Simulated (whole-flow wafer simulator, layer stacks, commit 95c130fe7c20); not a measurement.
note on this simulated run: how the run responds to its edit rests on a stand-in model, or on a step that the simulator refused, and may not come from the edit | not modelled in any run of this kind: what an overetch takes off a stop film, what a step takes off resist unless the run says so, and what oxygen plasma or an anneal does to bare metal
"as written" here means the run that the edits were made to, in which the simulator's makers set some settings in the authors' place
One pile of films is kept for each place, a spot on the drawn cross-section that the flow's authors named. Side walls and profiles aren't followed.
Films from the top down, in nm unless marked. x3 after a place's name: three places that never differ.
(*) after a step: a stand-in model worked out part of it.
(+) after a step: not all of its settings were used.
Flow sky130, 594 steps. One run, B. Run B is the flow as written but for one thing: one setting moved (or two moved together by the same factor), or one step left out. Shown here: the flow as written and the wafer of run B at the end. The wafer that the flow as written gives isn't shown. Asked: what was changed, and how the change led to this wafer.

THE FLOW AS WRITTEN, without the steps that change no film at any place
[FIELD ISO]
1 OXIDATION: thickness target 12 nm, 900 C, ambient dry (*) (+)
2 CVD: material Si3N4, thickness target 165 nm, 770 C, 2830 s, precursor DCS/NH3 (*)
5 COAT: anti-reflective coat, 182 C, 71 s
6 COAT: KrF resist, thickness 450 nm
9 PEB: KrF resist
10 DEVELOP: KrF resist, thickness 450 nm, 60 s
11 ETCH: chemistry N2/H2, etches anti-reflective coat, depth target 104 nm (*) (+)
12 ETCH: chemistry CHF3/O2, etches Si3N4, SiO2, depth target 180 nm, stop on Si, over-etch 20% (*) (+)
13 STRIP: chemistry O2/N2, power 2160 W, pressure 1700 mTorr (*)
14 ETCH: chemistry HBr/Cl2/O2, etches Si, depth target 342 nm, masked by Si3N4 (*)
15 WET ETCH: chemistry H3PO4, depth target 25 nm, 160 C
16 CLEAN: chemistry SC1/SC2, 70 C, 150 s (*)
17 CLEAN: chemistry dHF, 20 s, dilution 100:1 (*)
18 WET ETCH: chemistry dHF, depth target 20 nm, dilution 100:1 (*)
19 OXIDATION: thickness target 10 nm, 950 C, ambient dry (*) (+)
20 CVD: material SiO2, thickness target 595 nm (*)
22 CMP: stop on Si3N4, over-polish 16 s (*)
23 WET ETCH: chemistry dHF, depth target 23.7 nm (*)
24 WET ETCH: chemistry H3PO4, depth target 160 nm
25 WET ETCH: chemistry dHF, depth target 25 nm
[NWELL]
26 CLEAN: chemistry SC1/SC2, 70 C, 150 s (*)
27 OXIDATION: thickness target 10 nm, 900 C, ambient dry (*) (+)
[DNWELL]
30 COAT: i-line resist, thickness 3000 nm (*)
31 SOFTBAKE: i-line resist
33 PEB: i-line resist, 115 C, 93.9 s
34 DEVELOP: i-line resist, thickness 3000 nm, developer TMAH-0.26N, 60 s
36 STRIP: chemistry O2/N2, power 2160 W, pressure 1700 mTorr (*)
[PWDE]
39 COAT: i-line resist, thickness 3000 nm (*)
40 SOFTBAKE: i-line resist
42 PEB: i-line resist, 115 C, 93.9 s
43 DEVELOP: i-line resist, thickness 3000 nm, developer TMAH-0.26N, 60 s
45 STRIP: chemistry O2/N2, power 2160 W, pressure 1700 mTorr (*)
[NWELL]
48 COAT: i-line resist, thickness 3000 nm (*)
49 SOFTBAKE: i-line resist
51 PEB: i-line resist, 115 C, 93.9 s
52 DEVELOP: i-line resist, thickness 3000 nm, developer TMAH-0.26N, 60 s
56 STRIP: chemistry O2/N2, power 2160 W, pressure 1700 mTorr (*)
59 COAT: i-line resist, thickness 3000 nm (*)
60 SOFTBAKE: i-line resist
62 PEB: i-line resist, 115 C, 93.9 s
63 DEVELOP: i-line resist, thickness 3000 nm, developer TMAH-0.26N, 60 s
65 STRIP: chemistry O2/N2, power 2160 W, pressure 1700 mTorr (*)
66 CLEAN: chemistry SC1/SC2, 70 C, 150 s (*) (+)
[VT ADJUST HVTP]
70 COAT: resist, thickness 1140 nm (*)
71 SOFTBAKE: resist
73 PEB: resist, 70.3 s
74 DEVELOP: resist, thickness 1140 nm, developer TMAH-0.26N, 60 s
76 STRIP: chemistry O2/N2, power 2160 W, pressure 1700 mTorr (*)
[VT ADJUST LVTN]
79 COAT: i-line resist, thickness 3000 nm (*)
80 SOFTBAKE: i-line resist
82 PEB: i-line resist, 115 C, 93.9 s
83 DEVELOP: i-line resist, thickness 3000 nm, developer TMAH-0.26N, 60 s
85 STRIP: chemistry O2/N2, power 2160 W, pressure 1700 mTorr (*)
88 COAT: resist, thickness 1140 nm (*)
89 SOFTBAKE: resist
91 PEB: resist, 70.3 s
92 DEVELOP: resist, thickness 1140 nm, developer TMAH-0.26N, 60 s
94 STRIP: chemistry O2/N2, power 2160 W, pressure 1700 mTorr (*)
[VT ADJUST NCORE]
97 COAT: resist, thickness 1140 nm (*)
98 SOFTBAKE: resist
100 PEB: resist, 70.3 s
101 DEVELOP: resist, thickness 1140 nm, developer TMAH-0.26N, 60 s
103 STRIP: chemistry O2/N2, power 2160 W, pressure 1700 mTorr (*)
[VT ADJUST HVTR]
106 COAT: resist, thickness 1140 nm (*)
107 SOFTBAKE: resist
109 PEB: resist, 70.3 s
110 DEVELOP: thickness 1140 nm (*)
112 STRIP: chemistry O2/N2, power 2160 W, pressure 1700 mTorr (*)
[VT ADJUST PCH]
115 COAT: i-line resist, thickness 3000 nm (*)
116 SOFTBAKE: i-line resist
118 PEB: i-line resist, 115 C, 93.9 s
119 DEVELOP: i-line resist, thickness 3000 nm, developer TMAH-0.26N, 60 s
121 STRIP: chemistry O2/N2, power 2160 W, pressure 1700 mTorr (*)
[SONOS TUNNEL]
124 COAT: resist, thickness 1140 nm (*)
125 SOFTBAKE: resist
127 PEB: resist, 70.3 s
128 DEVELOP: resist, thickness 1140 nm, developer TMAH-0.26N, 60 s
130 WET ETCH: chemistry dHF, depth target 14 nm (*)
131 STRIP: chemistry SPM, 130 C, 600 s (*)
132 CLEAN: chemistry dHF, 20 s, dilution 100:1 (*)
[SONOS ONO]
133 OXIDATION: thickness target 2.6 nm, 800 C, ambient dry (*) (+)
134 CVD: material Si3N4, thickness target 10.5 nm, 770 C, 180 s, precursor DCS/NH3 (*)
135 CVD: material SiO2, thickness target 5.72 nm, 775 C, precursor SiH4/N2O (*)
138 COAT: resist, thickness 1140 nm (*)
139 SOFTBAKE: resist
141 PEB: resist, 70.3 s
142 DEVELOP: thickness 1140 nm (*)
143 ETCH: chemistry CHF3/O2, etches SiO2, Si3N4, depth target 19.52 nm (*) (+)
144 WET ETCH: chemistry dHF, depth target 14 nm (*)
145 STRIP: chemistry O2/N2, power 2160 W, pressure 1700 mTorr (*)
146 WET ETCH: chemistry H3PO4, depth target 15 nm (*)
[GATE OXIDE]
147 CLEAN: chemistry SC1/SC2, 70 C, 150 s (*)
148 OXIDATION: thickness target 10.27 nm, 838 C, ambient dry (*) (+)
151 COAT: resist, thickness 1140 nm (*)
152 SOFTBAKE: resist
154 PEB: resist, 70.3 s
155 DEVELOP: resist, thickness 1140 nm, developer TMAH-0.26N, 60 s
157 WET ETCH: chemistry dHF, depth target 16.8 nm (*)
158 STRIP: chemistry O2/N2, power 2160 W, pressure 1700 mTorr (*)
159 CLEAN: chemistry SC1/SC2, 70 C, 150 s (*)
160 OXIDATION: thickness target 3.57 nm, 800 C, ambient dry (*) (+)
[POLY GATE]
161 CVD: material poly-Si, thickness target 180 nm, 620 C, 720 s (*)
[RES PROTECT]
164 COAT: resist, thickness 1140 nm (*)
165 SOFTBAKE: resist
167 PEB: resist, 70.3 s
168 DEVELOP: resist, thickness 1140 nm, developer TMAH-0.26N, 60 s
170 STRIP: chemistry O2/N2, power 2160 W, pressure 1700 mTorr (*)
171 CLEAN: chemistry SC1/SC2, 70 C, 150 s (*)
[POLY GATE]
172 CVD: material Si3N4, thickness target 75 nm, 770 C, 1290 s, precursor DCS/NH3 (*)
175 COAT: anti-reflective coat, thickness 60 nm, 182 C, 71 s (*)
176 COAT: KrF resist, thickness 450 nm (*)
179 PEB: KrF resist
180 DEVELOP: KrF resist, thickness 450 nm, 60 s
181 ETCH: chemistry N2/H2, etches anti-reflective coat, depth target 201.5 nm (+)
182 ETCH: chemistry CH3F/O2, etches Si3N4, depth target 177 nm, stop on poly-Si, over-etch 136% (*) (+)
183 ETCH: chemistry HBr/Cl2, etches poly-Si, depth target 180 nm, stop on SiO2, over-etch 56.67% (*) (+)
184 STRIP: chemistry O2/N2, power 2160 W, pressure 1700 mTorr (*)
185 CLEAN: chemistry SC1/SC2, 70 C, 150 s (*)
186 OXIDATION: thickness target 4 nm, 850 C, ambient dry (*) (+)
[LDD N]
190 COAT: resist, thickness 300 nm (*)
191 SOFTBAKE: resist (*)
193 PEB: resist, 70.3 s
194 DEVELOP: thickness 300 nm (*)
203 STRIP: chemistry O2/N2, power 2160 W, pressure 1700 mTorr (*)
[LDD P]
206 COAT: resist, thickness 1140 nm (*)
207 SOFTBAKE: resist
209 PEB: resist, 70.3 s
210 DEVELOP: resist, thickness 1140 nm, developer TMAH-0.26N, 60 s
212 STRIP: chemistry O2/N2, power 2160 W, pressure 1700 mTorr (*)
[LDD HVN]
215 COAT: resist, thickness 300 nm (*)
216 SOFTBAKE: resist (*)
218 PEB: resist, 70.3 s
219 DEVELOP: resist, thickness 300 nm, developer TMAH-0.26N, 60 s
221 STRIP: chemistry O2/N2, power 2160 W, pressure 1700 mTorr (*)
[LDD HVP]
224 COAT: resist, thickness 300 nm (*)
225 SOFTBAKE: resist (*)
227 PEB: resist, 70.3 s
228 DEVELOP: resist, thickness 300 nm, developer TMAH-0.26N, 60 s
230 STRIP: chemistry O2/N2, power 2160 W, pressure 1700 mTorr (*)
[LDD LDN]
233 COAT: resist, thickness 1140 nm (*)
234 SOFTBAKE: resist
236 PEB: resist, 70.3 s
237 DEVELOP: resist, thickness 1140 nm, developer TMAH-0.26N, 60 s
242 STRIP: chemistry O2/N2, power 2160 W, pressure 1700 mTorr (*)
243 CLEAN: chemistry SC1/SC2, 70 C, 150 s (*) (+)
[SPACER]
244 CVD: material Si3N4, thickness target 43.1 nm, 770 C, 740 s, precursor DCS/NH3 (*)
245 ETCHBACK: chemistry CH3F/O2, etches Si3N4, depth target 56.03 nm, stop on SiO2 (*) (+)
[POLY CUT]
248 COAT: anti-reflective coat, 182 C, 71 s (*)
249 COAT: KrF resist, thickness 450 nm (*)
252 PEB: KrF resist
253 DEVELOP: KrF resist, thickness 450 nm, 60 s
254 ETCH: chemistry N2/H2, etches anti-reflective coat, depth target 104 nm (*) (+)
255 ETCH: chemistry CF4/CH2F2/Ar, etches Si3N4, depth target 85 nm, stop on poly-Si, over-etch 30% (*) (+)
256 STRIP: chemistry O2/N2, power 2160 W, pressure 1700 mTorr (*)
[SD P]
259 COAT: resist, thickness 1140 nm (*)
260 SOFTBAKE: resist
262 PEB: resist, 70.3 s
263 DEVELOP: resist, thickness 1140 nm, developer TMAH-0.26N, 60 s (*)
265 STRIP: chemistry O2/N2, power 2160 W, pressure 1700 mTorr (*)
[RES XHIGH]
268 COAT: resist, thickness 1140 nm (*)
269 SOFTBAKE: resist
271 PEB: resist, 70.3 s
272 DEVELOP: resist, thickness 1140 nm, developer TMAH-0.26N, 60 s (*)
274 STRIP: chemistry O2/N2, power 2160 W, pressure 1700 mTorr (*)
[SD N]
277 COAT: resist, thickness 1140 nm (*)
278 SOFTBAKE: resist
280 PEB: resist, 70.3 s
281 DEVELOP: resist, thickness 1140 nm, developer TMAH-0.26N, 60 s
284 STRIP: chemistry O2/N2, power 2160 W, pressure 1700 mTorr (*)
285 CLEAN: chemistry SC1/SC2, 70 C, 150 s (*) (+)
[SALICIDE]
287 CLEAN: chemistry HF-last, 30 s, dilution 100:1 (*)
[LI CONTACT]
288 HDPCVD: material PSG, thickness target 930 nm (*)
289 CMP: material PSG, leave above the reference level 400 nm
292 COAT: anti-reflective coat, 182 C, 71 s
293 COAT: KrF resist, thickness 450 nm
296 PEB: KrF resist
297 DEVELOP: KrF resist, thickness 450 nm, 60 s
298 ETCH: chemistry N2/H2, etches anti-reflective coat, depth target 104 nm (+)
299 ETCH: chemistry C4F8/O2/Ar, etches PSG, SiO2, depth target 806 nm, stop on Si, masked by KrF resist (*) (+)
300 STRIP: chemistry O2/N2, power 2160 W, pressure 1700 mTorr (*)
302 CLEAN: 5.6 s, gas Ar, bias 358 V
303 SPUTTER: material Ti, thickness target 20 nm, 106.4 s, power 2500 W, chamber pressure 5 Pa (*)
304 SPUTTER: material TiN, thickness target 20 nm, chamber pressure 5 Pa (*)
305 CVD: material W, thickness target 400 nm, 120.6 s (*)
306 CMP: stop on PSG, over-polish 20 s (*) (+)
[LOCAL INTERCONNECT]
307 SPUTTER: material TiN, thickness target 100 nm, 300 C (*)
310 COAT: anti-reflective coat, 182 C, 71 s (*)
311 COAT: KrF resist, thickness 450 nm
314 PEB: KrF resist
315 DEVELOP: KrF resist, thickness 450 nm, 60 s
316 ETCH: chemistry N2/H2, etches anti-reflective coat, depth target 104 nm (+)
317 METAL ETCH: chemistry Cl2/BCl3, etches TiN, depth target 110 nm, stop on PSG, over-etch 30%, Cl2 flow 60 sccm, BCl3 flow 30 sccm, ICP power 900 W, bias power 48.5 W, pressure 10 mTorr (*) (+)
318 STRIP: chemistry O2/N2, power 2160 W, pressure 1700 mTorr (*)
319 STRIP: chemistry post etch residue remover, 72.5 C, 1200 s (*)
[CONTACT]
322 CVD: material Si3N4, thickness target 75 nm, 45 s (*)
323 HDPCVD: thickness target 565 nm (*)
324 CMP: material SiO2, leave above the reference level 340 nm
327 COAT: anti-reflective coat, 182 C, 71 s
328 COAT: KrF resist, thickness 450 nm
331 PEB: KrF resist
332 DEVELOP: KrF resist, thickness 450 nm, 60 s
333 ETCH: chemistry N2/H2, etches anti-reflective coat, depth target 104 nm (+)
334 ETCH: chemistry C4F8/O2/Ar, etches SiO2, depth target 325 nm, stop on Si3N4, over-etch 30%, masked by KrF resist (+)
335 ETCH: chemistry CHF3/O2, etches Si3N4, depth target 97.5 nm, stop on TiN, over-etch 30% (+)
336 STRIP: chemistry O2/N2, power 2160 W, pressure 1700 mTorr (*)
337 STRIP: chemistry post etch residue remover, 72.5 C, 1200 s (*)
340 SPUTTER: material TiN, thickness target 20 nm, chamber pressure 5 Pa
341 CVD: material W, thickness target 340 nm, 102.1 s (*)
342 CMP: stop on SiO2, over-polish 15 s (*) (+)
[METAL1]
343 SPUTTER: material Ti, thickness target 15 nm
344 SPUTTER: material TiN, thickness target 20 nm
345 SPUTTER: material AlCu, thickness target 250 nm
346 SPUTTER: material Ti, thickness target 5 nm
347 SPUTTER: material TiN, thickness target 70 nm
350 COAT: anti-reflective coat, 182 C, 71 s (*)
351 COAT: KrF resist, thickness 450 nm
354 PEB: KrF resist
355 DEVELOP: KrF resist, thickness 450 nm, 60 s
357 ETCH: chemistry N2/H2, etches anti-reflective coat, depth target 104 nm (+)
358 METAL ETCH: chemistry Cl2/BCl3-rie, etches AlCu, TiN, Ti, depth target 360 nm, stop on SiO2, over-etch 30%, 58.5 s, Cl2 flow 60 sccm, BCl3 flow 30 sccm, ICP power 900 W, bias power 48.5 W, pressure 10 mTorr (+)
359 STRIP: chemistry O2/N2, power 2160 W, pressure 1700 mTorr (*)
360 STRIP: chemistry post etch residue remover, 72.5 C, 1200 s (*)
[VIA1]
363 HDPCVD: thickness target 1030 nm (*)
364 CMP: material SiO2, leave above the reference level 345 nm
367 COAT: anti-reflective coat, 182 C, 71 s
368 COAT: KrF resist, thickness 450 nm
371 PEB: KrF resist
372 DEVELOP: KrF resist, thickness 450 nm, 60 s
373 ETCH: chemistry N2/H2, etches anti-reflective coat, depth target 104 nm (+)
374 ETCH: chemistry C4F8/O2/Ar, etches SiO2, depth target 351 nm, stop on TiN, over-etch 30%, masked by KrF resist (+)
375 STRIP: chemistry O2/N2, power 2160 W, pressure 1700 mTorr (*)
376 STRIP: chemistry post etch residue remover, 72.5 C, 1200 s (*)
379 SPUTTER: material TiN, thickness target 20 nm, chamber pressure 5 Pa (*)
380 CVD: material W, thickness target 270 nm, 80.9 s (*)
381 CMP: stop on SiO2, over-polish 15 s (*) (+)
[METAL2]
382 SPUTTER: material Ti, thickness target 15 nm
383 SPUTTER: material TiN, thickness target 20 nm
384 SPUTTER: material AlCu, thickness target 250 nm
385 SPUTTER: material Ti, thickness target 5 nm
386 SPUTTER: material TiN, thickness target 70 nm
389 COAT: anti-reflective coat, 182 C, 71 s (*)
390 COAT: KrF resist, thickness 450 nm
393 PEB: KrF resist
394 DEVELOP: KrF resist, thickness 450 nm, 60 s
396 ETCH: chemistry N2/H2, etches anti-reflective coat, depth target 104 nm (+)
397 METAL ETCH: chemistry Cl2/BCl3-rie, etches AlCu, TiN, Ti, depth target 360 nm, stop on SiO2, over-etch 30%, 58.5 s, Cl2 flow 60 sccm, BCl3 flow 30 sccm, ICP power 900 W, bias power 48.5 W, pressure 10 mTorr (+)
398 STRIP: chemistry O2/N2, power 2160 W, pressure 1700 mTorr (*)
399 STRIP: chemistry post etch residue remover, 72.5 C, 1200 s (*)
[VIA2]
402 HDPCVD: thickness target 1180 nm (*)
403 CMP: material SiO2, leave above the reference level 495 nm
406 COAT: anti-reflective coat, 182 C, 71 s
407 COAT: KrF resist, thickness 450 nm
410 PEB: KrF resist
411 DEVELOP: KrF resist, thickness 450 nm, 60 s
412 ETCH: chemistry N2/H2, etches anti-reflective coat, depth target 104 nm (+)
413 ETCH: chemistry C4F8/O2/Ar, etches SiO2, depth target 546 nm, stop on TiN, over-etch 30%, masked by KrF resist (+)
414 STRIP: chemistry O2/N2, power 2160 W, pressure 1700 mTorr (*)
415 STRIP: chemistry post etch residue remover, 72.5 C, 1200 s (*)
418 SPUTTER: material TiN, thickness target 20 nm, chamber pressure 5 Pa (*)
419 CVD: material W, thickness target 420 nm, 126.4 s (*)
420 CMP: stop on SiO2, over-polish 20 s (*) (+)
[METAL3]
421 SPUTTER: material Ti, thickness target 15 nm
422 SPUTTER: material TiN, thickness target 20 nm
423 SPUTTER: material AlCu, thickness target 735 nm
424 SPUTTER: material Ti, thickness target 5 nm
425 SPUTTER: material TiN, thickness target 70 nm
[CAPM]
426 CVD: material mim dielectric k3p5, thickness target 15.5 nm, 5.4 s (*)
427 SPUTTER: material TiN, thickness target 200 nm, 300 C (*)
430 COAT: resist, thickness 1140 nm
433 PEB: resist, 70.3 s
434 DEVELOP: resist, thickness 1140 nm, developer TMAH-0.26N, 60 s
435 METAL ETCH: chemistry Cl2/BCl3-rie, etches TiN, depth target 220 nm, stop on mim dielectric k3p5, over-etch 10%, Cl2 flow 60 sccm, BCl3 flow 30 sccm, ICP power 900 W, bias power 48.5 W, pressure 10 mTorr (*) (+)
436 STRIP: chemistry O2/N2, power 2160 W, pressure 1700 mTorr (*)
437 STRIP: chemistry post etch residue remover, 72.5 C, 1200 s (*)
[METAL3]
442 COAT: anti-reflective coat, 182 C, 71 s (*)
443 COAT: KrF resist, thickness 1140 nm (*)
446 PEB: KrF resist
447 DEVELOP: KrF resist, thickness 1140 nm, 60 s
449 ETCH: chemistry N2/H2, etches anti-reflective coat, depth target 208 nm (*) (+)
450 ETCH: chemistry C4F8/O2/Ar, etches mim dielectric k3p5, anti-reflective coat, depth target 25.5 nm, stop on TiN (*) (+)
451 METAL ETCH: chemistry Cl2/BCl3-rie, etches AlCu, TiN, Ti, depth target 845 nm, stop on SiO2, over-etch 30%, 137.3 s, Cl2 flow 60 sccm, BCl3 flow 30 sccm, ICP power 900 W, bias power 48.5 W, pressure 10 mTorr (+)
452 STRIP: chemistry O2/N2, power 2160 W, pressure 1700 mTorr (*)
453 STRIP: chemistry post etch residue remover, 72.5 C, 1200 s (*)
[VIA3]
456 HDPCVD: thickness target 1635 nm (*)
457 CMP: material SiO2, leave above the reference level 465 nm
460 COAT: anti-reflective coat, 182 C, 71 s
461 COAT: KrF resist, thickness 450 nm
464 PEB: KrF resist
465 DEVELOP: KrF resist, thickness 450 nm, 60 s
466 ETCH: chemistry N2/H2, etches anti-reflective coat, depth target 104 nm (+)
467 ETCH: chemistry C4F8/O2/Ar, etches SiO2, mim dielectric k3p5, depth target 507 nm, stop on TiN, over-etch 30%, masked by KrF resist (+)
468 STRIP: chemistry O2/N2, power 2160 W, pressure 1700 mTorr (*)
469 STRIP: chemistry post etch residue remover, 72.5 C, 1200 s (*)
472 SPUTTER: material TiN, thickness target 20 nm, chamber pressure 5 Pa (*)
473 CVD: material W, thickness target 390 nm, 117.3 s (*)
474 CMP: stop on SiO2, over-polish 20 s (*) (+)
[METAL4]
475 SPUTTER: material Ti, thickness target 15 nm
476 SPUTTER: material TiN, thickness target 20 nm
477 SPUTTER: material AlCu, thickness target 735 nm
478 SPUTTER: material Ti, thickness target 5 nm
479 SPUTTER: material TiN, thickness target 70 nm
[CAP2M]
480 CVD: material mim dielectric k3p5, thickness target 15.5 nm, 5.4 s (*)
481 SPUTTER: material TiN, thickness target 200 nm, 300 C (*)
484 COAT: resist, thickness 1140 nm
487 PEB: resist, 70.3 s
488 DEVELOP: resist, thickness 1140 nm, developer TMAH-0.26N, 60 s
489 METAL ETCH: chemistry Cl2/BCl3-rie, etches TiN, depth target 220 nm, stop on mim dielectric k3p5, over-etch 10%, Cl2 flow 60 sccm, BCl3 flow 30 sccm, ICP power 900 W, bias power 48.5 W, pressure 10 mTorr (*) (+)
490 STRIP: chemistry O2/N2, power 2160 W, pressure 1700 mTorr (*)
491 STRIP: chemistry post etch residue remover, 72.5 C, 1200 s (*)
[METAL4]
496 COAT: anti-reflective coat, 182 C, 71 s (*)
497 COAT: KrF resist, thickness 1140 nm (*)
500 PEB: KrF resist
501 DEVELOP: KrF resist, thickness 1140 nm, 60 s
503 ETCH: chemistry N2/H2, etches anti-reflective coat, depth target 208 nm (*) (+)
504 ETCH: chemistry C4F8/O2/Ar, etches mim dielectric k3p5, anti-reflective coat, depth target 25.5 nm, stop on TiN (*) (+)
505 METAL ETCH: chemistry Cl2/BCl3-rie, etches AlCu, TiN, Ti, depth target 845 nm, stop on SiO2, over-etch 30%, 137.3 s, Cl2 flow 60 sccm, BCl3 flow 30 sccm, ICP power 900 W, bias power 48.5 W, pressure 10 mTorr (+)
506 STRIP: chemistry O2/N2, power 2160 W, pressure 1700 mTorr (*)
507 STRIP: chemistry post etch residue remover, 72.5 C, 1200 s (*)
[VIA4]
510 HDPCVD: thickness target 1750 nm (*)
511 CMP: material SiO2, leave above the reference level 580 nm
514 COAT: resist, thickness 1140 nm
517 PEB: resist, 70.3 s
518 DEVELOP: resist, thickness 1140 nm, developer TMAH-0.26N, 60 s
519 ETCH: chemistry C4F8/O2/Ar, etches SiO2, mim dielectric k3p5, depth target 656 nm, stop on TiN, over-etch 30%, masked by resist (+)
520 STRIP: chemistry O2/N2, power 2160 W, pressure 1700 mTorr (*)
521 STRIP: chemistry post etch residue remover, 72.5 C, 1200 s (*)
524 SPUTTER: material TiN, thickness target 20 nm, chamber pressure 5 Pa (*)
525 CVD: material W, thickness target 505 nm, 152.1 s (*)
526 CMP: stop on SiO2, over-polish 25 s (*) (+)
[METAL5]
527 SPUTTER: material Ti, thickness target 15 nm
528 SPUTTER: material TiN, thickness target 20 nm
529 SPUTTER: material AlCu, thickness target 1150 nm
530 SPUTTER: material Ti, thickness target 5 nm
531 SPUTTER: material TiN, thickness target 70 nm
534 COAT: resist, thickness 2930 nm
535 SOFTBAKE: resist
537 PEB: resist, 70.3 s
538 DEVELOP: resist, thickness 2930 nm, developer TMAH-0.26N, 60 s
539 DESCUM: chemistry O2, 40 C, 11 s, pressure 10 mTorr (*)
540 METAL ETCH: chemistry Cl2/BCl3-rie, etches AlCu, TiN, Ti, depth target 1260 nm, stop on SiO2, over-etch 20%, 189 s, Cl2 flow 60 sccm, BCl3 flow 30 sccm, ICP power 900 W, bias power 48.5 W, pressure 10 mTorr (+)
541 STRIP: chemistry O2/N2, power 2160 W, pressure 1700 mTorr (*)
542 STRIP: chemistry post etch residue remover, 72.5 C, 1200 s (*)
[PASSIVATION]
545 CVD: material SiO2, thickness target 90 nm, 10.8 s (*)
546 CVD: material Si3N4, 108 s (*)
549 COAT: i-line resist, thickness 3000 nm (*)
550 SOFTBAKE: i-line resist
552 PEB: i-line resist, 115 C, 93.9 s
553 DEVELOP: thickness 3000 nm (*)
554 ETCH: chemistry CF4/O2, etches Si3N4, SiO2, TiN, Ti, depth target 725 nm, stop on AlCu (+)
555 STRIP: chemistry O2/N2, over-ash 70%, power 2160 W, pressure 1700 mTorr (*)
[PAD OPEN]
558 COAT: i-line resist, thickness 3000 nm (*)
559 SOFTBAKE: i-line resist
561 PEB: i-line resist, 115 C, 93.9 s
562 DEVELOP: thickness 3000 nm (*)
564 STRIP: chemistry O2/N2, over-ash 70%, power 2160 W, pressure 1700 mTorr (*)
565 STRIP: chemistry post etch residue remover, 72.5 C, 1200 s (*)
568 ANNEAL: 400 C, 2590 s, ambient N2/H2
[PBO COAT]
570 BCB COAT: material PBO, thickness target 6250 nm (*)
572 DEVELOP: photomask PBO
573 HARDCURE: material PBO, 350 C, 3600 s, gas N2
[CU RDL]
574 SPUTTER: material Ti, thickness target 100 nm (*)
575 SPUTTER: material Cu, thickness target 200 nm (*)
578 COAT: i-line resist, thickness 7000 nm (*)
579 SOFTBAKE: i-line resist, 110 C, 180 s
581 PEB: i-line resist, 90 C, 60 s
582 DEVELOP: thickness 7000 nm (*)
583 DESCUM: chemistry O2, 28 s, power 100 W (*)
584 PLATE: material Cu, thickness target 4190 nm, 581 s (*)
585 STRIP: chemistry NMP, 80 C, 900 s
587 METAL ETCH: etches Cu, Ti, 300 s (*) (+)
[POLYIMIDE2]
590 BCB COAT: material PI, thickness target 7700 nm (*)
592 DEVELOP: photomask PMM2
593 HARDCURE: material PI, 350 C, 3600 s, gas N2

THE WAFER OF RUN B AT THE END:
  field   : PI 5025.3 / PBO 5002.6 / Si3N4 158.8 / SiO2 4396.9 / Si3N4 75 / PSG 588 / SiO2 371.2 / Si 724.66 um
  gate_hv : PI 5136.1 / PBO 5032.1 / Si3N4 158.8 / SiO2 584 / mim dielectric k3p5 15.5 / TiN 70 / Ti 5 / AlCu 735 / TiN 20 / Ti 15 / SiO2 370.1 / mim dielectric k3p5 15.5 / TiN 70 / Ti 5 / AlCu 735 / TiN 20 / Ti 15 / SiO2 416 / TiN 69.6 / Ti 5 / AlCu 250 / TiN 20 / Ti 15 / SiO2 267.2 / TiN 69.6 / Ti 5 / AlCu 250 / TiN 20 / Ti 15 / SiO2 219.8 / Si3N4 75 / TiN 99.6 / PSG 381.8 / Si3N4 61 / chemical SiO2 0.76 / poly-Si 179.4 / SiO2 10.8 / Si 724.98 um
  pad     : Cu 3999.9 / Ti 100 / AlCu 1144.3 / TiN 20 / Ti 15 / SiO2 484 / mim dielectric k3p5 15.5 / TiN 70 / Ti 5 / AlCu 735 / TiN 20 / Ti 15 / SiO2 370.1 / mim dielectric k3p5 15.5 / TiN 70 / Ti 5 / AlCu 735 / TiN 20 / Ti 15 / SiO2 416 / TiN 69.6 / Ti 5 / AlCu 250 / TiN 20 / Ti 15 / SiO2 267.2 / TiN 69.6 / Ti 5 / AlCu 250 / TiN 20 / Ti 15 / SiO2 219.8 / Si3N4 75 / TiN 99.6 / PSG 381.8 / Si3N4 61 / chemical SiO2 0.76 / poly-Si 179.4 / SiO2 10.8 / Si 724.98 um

The cause: step 324, CMP: leave above the reference level 298 nm was run, where the flow has leave above the reference level 340 nm.

How the change led to this, step by step:
  324 CMP: material SiO2, leave above the reference level 340 nm
      n_well, p_well, gate_hv and 93 more: SiO2 -342 (as written it would be: SiO2 -300)
      field, active, gate and 88 more: SiO2 -242.4 (as written it would be: SiO2 -200.4)
      (and at 4 more places)
  334 ETCH: chemistry C4F8/O2/Ar, etches SiO2, depth target 325 nm, stop on Si3N4, over-etch 30%, masked by KrF resist (+)
      poly_licon, ndiff_licon, ndiff_licon_cpp, rpo_hd_licon: SiO2 -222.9 (all of it) (as written it would be: SiO2 -264.9 (all of it))
  340 SPUTTER: material TiN, thickness target 20 nm, chamber pressure 5 Pa
      ndiff_licon, ndiff_licon_cpp, rpo_hd_licon: TiN +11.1 (as written it would be: TiN +10.4)
  341 CVD: material W, thickness target 340 nm, 102.1 s (*)
      ndiff_licon_cpp, rpo_hd_licon: W +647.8 (new film) (as written it would be: W +690.5 (new film))
      ndiff_licon: W +647.9 (new film) (as written it would be: W +690.5 (new film))
  342 CMP: stop on SiO2, over-polish 15 s (*) (+)
      poly_licon: W -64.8 (as written it would be: W -22.8)
